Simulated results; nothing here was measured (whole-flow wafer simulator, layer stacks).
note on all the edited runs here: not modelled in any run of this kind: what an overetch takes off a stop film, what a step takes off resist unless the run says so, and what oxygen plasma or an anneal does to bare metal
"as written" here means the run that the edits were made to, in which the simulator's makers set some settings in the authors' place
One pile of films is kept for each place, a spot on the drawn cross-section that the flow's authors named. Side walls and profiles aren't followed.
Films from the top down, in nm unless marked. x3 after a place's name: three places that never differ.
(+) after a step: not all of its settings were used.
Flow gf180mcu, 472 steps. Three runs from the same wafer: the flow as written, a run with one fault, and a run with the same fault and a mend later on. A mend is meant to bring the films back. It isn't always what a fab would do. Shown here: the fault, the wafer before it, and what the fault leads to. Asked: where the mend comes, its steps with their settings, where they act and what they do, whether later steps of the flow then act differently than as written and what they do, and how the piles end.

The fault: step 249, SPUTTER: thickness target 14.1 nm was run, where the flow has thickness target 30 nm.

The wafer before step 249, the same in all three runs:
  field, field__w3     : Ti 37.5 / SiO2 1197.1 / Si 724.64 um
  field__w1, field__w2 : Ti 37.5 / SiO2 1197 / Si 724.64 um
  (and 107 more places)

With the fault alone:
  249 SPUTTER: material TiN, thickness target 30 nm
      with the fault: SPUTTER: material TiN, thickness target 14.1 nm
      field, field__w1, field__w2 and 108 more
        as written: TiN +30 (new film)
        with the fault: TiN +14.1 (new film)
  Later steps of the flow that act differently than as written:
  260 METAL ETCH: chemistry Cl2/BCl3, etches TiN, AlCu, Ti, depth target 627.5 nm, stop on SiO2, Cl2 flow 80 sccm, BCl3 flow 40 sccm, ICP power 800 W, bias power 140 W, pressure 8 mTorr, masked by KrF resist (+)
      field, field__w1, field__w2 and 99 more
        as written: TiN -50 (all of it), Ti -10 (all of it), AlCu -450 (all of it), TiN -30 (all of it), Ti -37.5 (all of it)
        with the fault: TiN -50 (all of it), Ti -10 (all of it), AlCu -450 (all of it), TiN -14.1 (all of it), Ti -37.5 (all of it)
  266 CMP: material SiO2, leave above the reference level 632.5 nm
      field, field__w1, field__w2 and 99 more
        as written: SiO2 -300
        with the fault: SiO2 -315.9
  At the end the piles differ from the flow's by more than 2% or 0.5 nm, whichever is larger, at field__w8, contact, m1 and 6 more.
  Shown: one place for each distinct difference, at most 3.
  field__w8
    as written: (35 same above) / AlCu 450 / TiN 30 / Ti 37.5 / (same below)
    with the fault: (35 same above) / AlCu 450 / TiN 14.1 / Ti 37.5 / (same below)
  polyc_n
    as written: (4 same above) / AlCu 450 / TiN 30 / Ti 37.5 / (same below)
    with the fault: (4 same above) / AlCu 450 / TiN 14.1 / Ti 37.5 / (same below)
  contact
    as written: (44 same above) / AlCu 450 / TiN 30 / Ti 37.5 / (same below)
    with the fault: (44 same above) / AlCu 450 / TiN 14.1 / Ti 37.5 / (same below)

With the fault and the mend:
  The mend comes after step 249.
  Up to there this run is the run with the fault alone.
  249a SPUTTER: material TiN, thickness target 15.9 nm (the flow's step 249 once more, with other settings)
      field, field__w1, field__w2 and 108 more
        TiN +15.9
  No later step of the flow acts differently than as written at any place that is followed.
  At the end the piles are the same as the flow's at every place that both follow.
